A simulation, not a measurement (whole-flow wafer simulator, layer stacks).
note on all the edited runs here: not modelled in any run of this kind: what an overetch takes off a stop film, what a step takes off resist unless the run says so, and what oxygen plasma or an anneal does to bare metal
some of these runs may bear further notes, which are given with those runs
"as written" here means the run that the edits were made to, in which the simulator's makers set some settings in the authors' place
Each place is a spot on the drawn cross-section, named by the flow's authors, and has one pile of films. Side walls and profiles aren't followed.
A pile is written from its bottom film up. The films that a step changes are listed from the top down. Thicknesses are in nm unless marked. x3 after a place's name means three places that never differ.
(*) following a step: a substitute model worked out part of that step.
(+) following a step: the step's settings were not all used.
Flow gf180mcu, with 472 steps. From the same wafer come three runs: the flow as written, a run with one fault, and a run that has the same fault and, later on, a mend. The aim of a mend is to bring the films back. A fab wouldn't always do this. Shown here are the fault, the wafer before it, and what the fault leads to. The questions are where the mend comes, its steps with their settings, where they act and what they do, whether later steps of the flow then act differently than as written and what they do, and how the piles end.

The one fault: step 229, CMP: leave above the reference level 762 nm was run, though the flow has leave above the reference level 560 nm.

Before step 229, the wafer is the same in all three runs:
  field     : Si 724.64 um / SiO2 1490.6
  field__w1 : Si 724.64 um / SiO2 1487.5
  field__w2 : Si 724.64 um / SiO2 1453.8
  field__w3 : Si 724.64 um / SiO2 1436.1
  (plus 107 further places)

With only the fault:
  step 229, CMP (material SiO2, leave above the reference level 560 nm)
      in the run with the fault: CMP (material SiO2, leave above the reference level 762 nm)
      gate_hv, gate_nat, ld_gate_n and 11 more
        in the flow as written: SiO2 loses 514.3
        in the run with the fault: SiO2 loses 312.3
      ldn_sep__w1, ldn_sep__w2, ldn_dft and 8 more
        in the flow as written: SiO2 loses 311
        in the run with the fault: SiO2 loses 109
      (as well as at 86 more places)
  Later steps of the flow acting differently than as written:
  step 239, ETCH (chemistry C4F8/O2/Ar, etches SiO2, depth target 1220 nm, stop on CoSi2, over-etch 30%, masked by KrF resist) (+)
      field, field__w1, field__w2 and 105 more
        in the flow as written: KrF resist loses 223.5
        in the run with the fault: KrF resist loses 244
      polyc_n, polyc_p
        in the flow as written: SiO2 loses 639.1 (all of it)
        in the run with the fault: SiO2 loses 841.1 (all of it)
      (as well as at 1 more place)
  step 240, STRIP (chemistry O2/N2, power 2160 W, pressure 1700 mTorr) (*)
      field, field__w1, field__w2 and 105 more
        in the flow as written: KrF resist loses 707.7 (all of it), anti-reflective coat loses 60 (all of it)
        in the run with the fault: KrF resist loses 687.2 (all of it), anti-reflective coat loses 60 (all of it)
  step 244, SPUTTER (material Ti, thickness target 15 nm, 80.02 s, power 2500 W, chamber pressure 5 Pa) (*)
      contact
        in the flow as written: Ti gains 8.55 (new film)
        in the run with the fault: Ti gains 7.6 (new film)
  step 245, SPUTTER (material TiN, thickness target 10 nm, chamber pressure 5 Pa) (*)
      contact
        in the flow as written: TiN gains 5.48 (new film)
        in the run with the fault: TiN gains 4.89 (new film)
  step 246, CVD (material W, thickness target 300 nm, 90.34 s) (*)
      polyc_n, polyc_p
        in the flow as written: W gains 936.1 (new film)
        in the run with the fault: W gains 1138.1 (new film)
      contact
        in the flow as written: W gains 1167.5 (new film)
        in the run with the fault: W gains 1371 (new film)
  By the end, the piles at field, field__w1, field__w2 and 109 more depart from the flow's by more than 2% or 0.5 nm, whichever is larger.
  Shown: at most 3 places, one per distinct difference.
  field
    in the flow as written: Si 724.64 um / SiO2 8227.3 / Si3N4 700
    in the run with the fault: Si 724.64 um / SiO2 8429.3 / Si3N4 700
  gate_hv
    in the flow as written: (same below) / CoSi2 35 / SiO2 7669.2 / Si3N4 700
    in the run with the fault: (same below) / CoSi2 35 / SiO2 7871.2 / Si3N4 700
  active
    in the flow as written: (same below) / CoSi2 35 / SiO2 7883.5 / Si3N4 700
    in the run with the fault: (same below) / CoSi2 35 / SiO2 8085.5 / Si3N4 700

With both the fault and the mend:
  The mend follows step 237.
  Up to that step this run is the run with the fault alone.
  step 237a, STRIP (chemistry O2/N2, power 2160 W, pressure 1700 mTorr) (*)
      field, field__w1, field__w2 and 105 more
        KrF resist loses 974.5 (all of it), anti-reflective coat loses 60 (all of it)
      contact, polyc_n, polyc_p
        anti-reflective coat loses 60 (all of it)
  step 237b, CMP (material SiO2, leave above the reference level 560 nm) (a further turn of the flow's step 229)
      field, field__w1, field__w2 and 108 more
        SiO2 loses 202
  step 237c, HMDS (120 C, 60 s) (a further turn of the flow's step 231)
      does not change any film at any place that is followed
  step 237d, COAT (anti-reflective coat, thickness 60 nm, 182 C, 71 s) (a further turn of the flow's step 232)
      field, field__w1, field__w2 and 108 more
        anti-reflective coat gains 60 (new film)
  step 237e, COAT (KrF resist, thickness 1000 nm) (a further turn of the flow's step 233)
      field, field__w1, field__w2 and 108 more
        KrF resist gains 1000 (new film)
  step 237f, SOFTBAKE (KrF resist) (a further turn of the flow's step 234)
      does not change any film at any place that is followed
  step 237g, EXPOSE (photomask Contact) (a further turn of the flow's step 235)
      does not change any film at any place that is followed
  step 237h, PEB (KrF resist, 135 C, 90 s) (a further turn of the flow's step 236)
      field, field__w1, field__w2 and 108 more
        KrF resist loses 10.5
  step 237i, DEVELOP (KrF resist, thickness 1000 nm, 60 s) (a further turn of the flow's step 237)
      field, field__w1, field__w2 and 105 more
        KrF resist loses 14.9
      contact, polyc_n, polyc_p
        KrF resist loses 989.5 (all of it)
  None of the later steps of the flow acts differently than as written at any place that is followed.
  At every place that both follow, the piles at the end match the flow's.
